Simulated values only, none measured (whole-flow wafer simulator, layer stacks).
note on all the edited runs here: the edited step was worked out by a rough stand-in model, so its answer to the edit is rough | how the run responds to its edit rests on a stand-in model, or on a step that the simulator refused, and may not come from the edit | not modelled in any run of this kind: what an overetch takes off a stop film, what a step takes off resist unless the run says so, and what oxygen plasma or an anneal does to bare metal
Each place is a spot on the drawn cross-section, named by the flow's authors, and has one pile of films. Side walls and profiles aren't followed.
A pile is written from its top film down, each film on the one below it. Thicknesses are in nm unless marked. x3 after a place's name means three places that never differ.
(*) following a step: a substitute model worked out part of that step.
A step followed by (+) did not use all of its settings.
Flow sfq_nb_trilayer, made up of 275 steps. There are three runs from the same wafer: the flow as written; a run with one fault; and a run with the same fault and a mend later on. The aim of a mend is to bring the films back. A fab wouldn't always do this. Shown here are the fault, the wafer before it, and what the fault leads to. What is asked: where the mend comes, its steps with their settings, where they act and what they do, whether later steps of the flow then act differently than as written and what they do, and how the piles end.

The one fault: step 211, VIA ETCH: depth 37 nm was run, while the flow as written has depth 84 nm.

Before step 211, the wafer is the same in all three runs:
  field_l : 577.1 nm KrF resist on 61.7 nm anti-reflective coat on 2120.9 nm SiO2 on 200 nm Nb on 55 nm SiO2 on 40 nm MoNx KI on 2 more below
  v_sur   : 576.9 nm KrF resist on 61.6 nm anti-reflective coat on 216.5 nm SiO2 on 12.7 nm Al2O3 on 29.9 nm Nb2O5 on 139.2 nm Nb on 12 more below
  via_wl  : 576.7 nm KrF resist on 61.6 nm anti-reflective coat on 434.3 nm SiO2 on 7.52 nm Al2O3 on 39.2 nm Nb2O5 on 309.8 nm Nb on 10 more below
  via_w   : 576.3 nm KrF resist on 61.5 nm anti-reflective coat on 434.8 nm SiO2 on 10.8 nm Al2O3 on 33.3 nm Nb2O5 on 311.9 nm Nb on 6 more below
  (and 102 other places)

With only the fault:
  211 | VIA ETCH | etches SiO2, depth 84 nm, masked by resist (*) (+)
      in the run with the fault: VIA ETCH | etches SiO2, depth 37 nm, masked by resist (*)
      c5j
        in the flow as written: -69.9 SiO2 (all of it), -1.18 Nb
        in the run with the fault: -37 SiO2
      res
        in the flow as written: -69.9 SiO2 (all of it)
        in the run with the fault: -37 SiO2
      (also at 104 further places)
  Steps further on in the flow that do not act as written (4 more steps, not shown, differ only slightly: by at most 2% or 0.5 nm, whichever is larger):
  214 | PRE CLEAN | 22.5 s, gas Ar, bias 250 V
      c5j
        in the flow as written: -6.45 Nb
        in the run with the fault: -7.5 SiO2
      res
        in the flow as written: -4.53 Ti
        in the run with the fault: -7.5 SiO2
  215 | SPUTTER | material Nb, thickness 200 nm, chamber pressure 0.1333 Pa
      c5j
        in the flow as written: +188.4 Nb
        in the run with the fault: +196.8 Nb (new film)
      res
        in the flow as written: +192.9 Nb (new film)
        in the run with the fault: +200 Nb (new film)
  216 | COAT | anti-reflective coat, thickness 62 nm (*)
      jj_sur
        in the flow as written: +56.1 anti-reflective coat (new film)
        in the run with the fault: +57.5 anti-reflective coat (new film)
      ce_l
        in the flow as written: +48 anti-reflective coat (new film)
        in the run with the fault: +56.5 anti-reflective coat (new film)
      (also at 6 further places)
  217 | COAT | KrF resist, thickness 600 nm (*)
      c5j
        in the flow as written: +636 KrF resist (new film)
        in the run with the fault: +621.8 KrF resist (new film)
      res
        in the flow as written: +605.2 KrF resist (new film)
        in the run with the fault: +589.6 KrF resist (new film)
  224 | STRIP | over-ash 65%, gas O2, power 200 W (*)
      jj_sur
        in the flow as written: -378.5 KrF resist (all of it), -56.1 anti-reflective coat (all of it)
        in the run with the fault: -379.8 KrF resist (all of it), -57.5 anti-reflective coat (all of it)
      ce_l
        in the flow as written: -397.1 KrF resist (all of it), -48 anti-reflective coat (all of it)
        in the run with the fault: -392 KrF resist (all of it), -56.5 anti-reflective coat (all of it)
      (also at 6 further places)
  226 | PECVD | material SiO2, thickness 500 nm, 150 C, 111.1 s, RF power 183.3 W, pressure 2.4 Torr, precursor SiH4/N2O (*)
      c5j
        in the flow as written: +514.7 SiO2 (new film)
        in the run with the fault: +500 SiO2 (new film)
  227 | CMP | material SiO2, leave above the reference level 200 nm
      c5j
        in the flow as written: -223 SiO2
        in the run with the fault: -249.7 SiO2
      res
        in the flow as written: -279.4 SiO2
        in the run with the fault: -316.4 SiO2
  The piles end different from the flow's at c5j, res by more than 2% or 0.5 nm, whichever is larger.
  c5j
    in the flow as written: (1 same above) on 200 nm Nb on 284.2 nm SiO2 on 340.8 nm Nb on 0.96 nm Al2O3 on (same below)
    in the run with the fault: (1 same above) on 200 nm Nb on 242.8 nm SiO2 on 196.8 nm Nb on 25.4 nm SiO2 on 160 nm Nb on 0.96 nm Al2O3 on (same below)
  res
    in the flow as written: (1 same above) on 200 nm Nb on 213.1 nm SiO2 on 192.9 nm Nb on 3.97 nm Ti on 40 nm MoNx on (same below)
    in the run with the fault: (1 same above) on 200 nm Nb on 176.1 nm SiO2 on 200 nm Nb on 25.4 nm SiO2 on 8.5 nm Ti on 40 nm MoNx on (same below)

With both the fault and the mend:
  After step 212 comes the mend.
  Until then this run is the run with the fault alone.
  212a | COAT | anti-reflective coat, thickness 62 nm (*) (the flow's step 204 again)
      ln_m5, lsp_m, ln_m6 and 64 more
        +62 anti-reflective coat (new film)
      lsp_r, l0_sur, l0v, wl_a_sl, wl_a_m6, wl_a_sr, wl_g_sr
        +61.9 anti-reflective coat (new film)
      field_l, v_sur
        +61.6 anti-reflective coat (new film)
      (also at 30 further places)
  212b | COAT | KrF resist, thickness 650 nm (*) (the flow's step 205 again)
      l0v, p4_fl x3, p4_w1 x9 and 35 more
        +650 KrF resist (new film)
      wl_b_m5, wl_b_sr, wl_c_sl and 12 more
        +649.9 KrF resist (new film)
      lsp_r, wl_j_sl, wl_j_sr
        +650.2 KrF resist (new film)
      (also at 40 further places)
  212c | SOFTBAKE | KrF resist (the flow's step 206 again)
      does not change any film at any place that is followed
  212d | EXPOSE | photomask C5, dose 11.94 mJ/cm2, NA 0.6, wavelength 248 nm (*) (the flow's step 207 again)
      does not change any film at any place that is followed
  212e | PEB | KrF resist, 90 s (the flow's step 208 again)
      field_l, sp_r, moat and 79 more
        -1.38 KrF resist
      v_sur, via_wl, via_w, via_wr, via_sp, be_sur, jj_sur
        -1.37 KrF resist
      r5r_line_l, r5r_line_c, r5r_line_r
        -1.34 KrF resist
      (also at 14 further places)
  212f | DEVELOP | KrF resist, thickness 650 nm, 60 s (the flow's step 209 again)
      field_l, v_sur, via_wl and 101 more
        -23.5 KrF resist
      c5j
        -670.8 KrF resist (all of it)
      res
        -638 KrF resist (all of it)
  212g | VIA ETCH | etches anti-reflective coat, depth 125 nm, masked by resist (*) (+) (the flow's step 210 again)
      field_l, v_sur, via_wl and 101 more
        -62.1 KrF resist
      c5j
        -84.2 anti-reflective coat (all of it), -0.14 SiO2
      res
        -74.6 anti-reflective coat (all of it), -0.19 SiO2
  212h | VIA ETCH | etches SiO2, depth 47 nm, masked by resist (*) (+) (the flow's step 211 again, with other settings)
      field_l, v_sur, via_wl and 101 more
        -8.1 KrF resist
      c5j
        -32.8 SiO2 (all of it), -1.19 Nb
      res
        -32.7 SiO2 (all of it)
  212i | STRIP | over-ash 65%, gas O2, power 200 W (*) (the flow's step 212 again)
      p4_fl x3, p4_w1 x9, p4_g1 x2 and 33 more
        -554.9 KrF resist (all of it), -62 anti-reflective coat (all of it)
      wl_c_m6, wl_c_sr, wl_d_sl and 6 more
        -554.8 KrF resist (all of it), -62 anti-reflective coat (all of it)
      wl_b_sl, wl_b_m5, wl_b_sr, wl_c_sl, wl_f_m6, wl_f_sr, wl_g_sl, wl_g_m5
        -554.7 KrF resist (all of it), -62 anti-reflective coat (all of it)
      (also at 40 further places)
  Every later step of the flow that is run acts as written, at every place that is followed, to within 2% or 0.5 nm, whichever is larger.
  By the end, the piles equal the flow's at every place that both follow.
